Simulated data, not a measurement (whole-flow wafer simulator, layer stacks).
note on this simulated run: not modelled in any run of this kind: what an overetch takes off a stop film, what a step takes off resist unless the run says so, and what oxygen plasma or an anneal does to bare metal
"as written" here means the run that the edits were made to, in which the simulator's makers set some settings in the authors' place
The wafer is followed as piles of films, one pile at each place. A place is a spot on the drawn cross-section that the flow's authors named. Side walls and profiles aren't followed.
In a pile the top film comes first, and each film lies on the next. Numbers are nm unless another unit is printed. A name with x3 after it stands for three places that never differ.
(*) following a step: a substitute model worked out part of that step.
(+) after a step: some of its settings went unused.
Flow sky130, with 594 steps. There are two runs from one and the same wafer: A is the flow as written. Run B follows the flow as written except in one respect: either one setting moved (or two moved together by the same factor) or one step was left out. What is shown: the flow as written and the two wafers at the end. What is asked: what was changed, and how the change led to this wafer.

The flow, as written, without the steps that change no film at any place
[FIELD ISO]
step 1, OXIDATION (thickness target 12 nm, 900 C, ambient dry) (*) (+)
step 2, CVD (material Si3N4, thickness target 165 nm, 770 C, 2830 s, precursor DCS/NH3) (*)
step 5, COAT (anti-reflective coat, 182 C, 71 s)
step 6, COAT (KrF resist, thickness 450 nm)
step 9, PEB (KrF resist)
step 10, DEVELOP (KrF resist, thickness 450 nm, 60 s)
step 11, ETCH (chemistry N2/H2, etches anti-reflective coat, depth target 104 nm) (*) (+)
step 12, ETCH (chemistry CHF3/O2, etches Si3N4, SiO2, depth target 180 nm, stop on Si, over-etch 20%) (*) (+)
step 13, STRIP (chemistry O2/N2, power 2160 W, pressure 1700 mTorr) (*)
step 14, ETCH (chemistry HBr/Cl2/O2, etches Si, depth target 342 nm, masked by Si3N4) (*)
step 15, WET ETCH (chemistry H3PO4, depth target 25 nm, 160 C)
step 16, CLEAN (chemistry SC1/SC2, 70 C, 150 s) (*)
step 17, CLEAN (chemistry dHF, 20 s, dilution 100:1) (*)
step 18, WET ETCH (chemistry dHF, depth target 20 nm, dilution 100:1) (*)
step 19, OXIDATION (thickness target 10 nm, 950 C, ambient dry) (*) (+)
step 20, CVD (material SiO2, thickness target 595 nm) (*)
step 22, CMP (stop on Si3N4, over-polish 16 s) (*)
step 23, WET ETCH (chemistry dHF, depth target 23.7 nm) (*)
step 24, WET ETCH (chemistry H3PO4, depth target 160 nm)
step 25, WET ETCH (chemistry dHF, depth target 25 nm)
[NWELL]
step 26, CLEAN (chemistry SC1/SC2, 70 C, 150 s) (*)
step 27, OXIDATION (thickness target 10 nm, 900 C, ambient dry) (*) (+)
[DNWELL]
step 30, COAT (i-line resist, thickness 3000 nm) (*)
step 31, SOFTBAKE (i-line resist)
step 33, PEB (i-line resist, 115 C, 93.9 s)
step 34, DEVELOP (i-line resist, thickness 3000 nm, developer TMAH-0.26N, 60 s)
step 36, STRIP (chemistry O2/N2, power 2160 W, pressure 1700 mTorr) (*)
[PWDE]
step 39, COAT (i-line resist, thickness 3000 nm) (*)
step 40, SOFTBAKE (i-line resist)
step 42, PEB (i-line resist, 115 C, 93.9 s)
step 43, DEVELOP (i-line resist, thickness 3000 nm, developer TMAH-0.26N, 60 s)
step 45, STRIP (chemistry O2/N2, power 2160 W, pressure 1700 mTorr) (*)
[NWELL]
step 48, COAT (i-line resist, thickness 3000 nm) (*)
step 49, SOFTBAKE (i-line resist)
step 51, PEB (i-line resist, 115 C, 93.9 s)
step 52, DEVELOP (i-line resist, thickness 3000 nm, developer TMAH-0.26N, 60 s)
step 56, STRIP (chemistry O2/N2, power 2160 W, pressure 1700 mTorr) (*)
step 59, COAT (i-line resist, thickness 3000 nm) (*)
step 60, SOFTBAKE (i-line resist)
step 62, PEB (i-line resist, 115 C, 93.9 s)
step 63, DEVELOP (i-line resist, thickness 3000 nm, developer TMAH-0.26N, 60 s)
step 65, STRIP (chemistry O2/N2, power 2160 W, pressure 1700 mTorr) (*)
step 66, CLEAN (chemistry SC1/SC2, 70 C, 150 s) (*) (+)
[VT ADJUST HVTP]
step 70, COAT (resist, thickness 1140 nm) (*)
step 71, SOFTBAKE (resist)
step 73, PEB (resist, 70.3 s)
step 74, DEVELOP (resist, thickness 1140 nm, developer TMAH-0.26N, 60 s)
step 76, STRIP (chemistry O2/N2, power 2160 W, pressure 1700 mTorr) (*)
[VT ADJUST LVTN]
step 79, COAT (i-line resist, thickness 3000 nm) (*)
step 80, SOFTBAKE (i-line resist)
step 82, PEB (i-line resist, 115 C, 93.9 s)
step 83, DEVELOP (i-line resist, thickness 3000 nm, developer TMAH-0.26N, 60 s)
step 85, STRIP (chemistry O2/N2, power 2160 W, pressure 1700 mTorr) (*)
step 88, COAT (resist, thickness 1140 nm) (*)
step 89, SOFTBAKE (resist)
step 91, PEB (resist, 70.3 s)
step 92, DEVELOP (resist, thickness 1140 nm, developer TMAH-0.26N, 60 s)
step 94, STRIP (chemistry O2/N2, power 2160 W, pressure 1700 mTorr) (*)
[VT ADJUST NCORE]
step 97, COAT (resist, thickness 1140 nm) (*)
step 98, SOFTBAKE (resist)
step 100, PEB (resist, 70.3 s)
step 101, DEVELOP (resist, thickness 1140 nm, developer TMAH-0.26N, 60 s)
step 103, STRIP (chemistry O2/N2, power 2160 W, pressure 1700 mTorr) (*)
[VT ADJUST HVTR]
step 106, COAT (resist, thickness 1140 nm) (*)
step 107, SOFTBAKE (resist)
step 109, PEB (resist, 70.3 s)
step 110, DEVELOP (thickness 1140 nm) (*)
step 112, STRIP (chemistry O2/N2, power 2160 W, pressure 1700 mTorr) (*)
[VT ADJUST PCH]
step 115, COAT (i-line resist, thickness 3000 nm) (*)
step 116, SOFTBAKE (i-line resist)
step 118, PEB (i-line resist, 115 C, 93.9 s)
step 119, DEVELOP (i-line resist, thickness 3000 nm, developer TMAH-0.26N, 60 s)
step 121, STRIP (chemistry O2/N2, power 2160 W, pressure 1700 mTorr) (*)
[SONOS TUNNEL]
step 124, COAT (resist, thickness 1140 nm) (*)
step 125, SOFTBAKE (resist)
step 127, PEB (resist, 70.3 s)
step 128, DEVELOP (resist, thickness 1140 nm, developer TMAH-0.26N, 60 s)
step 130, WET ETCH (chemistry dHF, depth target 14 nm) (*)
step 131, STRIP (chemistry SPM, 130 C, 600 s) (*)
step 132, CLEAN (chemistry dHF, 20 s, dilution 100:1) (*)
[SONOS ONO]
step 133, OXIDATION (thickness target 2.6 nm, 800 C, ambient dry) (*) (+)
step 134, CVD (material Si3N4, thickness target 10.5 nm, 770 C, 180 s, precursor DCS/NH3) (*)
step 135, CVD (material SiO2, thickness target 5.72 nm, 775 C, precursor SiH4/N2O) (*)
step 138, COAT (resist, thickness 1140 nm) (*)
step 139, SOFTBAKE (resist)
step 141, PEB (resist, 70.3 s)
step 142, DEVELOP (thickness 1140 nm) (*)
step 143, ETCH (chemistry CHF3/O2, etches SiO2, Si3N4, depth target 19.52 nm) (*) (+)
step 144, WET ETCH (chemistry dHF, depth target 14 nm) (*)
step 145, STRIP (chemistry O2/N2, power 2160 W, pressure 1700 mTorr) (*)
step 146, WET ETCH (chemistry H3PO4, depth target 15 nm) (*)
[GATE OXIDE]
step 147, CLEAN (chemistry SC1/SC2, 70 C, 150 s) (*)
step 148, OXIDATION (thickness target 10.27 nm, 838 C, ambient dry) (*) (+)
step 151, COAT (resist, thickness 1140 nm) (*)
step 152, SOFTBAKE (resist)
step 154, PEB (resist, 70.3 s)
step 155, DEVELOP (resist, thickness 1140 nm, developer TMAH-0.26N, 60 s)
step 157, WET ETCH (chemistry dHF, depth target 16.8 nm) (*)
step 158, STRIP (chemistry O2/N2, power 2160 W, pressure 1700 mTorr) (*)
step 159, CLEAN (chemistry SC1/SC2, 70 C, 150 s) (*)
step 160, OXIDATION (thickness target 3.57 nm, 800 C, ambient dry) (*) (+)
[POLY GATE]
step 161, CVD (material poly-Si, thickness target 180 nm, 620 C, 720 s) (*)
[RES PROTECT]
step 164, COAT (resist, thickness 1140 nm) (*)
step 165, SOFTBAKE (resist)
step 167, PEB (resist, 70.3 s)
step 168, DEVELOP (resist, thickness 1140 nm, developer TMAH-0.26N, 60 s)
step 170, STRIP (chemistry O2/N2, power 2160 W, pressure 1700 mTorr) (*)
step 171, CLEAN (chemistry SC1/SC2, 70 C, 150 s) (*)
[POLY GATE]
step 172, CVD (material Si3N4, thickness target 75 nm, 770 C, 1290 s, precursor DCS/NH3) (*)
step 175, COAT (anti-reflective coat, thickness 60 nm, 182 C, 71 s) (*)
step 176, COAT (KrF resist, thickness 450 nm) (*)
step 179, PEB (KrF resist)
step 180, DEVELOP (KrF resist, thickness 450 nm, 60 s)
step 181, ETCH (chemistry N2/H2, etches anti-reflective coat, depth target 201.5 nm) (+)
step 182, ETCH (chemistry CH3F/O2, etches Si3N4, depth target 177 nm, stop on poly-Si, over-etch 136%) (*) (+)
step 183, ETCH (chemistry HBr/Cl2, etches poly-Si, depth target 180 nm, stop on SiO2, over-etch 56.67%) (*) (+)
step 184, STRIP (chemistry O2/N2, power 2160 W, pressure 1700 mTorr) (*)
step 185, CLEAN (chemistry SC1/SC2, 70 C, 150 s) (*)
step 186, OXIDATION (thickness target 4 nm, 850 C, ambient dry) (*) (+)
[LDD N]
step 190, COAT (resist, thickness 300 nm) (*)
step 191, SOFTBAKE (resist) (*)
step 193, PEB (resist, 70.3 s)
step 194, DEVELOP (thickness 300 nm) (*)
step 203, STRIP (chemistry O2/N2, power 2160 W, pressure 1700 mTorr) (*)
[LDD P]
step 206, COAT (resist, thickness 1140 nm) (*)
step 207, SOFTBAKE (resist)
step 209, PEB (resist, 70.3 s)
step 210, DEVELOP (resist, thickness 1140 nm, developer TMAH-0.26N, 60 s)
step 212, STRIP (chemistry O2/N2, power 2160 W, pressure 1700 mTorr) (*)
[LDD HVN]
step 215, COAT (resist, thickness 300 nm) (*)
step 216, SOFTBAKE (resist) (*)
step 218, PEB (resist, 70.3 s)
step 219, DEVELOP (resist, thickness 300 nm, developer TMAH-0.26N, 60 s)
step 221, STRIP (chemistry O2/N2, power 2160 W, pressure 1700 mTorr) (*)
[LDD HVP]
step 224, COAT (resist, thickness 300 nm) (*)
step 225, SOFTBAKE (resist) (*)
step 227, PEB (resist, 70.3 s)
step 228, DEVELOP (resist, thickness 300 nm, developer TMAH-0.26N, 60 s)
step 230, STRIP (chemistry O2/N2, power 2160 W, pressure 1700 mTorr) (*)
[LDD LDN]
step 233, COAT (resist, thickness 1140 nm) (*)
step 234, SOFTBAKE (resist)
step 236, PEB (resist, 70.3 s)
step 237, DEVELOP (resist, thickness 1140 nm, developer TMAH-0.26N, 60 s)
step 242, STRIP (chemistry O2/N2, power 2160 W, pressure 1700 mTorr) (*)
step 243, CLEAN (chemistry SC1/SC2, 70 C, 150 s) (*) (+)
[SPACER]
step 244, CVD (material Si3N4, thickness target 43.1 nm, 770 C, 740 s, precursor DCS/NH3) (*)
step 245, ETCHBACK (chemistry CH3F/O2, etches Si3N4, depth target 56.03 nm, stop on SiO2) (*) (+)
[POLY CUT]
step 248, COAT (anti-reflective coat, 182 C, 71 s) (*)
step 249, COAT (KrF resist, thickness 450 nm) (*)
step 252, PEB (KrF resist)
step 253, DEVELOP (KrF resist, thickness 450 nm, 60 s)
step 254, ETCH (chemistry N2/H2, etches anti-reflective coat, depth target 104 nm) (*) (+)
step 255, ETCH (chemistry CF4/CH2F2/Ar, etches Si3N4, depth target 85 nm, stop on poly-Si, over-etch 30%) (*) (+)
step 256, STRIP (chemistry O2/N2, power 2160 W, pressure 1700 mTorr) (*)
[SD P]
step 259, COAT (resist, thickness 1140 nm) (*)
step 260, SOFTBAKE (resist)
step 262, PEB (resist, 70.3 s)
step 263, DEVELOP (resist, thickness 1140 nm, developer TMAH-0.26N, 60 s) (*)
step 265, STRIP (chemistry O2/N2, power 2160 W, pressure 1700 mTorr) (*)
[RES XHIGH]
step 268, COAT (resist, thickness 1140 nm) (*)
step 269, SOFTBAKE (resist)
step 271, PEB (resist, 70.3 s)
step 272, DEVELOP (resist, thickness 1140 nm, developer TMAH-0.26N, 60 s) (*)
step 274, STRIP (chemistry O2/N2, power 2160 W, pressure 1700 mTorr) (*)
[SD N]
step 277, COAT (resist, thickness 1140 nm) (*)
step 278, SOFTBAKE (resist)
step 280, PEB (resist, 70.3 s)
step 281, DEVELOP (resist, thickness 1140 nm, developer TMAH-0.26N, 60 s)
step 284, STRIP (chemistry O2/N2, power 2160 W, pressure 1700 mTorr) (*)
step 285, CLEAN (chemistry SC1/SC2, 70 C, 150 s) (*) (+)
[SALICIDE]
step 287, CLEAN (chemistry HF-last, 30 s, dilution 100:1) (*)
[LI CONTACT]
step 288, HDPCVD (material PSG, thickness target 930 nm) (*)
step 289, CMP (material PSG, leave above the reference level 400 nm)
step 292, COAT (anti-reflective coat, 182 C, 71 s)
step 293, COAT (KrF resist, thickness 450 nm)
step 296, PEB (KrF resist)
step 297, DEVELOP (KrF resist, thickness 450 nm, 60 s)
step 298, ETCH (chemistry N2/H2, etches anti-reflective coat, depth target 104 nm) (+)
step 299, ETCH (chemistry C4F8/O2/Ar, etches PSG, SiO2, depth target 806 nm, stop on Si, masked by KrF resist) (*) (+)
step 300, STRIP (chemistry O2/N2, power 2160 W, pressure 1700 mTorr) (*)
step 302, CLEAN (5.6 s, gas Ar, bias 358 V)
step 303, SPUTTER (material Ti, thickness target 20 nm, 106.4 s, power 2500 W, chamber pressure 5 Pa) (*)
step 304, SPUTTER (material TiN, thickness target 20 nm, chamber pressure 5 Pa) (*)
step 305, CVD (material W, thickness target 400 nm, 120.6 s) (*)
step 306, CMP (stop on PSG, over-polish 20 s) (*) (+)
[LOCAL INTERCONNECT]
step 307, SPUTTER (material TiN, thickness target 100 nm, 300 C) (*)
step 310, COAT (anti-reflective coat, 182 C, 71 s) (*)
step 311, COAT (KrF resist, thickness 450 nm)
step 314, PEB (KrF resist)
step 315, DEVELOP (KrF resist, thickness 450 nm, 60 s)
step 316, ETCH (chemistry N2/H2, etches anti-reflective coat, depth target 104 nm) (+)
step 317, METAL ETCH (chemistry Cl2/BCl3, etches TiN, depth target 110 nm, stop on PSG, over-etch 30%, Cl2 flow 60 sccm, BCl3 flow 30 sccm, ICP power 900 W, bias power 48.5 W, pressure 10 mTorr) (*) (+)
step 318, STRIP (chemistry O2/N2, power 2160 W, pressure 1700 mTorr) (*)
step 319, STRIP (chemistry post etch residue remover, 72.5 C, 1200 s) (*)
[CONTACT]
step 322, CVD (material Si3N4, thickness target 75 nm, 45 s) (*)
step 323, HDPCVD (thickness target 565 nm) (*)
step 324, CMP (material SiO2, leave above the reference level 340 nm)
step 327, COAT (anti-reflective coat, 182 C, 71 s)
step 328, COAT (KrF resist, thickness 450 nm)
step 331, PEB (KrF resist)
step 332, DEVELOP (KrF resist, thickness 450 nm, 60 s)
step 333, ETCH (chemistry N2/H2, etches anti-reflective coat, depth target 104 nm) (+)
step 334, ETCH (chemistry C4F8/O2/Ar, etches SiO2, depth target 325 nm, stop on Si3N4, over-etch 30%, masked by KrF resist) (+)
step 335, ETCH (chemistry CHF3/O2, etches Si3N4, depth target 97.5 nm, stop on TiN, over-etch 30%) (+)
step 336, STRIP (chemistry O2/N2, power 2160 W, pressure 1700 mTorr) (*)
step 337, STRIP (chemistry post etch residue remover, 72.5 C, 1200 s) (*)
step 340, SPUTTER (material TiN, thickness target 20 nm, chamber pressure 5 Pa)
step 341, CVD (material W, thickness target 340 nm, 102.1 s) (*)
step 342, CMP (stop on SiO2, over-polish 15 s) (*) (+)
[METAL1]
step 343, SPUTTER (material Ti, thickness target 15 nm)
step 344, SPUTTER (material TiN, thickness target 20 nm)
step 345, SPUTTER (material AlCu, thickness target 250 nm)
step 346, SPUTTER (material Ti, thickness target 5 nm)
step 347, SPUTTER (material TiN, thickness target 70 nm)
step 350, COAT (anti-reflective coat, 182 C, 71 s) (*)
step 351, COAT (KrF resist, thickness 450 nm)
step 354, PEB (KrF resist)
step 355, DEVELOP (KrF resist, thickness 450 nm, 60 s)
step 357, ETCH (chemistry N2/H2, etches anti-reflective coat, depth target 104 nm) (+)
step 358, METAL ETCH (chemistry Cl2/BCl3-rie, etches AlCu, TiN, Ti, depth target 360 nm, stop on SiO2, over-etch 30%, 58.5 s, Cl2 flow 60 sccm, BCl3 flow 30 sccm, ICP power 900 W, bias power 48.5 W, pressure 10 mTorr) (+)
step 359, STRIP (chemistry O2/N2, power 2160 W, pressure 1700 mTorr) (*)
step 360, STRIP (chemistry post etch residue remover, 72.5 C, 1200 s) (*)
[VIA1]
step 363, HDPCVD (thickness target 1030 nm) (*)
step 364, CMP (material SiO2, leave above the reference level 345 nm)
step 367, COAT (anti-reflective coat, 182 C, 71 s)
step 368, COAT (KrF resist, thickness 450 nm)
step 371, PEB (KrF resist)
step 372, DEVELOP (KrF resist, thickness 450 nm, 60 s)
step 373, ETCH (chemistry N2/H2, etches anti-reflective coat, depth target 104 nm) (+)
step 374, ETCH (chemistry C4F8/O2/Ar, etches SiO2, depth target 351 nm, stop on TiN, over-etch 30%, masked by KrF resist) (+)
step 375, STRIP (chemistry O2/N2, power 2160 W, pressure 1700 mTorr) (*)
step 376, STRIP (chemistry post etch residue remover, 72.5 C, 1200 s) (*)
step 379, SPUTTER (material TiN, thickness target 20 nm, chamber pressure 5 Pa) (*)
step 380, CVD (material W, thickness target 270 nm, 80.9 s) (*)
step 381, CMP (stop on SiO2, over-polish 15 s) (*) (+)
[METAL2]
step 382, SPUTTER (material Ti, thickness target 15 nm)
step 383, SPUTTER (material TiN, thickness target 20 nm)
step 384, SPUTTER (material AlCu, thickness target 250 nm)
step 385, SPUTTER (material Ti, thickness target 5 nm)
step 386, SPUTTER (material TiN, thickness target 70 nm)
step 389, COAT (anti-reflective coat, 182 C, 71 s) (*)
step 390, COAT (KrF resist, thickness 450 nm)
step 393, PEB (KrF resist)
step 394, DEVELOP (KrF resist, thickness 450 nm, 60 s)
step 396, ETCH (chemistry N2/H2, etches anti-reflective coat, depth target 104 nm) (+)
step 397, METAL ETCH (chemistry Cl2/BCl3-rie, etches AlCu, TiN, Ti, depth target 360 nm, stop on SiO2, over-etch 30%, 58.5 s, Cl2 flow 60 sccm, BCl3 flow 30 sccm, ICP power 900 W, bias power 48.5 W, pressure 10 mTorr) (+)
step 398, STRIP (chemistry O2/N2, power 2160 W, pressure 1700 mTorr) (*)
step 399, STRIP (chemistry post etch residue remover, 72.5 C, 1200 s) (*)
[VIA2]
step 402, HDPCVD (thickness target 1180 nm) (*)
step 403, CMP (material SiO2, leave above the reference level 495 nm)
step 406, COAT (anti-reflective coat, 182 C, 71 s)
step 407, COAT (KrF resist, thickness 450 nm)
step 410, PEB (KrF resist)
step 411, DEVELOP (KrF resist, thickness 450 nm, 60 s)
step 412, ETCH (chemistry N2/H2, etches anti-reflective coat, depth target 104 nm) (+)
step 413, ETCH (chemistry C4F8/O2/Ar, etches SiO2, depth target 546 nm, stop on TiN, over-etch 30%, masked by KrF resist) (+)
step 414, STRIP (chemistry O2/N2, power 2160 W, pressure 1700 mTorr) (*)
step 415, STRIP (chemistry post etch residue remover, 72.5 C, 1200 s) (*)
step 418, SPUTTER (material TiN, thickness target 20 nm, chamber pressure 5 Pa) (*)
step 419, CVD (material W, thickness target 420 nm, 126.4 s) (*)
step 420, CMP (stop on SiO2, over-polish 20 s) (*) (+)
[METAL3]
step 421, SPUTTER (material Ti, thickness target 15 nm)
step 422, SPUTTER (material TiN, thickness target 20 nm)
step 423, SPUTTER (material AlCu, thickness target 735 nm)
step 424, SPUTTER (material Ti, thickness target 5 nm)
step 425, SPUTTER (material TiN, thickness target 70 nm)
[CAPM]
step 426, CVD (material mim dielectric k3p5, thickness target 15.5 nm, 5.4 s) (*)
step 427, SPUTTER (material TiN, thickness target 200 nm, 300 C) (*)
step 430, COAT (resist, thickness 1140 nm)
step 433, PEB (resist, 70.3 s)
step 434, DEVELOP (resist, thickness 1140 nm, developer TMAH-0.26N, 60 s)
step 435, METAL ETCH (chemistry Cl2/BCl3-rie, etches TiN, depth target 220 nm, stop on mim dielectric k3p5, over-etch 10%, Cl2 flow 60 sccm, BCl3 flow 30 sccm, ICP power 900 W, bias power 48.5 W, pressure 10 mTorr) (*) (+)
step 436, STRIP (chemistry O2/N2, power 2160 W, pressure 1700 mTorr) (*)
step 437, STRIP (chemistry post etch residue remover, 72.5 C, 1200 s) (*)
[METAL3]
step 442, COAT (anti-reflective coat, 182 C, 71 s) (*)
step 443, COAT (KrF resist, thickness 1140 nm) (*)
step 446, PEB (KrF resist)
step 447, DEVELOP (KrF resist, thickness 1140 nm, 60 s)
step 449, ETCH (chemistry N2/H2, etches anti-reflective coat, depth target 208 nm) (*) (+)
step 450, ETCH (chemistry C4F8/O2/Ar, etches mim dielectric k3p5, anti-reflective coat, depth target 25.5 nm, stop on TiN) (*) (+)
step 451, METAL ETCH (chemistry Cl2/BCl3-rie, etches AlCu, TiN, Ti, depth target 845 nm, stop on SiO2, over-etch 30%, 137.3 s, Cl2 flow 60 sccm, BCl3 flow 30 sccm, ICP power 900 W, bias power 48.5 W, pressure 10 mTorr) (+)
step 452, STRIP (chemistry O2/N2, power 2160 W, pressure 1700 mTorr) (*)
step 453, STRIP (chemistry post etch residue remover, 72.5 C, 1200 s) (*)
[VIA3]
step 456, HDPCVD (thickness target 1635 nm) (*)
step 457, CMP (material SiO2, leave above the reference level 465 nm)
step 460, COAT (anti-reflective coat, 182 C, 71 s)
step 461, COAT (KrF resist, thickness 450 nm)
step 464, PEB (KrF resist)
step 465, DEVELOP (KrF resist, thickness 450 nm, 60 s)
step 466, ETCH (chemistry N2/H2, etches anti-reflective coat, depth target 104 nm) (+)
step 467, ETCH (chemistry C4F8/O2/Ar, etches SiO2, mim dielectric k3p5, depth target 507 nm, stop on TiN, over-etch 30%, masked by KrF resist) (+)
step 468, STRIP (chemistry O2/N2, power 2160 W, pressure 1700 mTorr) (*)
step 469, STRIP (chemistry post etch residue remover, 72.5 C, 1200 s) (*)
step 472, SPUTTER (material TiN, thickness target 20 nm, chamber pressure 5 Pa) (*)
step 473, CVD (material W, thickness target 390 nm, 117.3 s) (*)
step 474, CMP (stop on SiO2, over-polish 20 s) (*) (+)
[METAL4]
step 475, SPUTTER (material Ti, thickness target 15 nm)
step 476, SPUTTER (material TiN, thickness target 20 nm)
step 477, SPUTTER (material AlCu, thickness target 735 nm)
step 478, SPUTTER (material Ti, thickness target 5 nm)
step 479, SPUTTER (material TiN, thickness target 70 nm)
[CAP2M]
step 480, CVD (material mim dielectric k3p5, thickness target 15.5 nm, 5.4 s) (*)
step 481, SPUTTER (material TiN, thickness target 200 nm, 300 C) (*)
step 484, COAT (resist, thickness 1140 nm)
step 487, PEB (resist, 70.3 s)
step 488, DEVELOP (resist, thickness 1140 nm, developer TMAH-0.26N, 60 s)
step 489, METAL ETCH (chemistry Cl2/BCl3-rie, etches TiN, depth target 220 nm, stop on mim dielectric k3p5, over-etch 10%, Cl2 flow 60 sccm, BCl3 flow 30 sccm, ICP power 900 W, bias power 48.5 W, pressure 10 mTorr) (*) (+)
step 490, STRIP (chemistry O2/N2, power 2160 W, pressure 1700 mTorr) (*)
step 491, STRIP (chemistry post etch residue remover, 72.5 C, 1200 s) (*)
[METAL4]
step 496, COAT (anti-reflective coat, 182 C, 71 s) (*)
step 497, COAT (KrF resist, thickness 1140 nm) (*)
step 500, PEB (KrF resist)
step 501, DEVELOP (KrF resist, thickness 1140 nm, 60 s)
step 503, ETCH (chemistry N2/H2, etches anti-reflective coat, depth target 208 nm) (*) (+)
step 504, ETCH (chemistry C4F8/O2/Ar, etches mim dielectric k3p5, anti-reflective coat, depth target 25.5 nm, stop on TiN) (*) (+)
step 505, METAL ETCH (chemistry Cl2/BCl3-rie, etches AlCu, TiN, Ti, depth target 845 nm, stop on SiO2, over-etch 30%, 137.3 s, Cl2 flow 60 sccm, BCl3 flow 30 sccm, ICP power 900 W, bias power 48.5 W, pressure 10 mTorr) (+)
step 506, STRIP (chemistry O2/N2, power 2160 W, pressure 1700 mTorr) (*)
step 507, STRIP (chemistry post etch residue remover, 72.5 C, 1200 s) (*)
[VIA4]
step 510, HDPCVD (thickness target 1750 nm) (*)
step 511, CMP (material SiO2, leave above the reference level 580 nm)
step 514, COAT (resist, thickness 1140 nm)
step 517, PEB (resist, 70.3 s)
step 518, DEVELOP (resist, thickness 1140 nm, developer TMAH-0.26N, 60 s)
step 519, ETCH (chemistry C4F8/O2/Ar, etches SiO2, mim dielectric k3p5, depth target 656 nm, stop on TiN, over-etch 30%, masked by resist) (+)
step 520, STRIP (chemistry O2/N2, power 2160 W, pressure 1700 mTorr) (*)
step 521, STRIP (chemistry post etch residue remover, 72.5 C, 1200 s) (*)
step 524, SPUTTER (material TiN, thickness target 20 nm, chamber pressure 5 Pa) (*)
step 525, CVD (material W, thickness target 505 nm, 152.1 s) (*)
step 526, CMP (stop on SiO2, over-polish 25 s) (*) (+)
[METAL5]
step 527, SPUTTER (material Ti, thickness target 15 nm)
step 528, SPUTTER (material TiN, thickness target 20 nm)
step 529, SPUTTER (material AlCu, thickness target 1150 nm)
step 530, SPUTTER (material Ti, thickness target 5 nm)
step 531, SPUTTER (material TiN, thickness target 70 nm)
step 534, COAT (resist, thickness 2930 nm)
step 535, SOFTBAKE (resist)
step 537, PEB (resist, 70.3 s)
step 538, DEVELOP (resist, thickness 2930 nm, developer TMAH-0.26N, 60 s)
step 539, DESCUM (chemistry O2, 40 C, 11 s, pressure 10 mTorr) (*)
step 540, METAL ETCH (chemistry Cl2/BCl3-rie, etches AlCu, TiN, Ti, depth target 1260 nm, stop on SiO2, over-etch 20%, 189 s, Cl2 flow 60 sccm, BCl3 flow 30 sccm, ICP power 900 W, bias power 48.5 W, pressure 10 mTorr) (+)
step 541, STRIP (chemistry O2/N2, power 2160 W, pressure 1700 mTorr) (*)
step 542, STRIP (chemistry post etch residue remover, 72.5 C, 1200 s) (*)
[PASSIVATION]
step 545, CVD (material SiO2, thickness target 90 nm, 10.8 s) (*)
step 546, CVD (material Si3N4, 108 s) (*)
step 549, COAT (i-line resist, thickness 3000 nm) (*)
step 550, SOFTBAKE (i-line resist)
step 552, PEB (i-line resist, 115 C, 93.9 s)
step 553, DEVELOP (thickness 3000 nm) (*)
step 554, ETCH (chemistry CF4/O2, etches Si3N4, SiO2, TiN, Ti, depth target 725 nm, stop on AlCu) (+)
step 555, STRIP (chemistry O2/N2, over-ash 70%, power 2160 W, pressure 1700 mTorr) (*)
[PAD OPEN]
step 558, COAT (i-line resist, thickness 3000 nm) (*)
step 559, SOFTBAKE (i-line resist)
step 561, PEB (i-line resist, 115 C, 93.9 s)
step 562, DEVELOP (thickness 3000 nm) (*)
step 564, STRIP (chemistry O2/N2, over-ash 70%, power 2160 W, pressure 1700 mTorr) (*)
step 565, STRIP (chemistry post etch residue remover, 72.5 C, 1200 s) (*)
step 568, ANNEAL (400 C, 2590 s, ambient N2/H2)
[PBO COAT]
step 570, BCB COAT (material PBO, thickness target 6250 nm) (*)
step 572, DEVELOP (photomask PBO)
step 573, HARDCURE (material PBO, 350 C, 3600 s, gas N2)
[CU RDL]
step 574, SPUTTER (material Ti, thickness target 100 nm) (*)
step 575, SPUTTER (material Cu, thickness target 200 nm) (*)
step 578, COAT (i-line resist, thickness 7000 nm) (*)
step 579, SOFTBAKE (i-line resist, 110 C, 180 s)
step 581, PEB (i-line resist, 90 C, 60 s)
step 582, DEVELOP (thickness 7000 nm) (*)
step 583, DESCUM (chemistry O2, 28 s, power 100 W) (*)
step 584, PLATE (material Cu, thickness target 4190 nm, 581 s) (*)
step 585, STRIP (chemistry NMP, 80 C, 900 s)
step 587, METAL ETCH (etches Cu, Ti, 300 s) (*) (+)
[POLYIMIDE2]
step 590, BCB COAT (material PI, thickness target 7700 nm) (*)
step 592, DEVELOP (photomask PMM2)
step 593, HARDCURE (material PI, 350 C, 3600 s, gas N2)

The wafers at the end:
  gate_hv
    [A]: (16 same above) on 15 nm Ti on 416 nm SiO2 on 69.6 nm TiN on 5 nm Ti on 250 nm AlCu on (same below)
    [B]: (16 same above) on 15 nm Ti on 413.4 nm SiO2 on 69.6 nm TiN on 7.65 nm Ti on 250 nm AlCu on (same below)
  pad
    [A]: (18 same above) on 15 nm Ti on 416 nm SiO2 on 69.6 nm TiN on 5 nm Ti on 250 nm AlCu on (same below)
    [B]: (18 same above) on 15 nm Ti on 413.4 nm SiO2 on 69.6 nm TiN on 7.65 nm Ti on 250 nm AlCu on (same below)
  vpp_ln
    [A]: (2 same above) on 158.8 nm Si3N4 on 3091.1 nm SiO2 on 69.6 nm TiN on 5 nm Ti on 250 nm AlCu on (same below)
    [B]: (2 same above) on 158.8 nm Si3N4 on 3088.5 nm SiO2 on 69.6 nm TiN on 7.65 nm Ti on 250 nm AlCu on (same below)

Cause: step 385, SPUTTER: thickness target 7.65 nm was run, while the flow as written has thickness target 5 nm.
The wafer lets one read it off: gate_hv has Ti 7.65, and step 385 as written asks for 5 nm.

How this came from the change, step by step:
  step 385, SPUTTER (material Ti, thickness target 5 nm)
      field, active, n_well and 188 more: A +5 Ti (new film) | B +7.65 Ti (new film)
  step 397, METAL ETCH (chemistry Cl2/BCl3-rie, etches AlCu, TiN, Ti, depth target 360 nm, stop on SiO2, over-etch 30%, 58.5 s, Cl2 flow 60 sccm, BCl3 flow 30 sccm, ICP power 900 W, bias power 48.5 W, pressure 10 mTorr) (+)
      field, active, gate and 82 more: A -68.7 TiN (all of it), -5 Ti (all of it), -250 AlCu (all of it), -20 TiN (all of it), -15 Ti (all of it), -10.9 SiO2 | B -68.7 TiN (all of it), -7.65 Ti (all of it), -250 AlCu (all of it), -20 TiN (all of it), -15 Ti (all of it), -10.7 SiO2
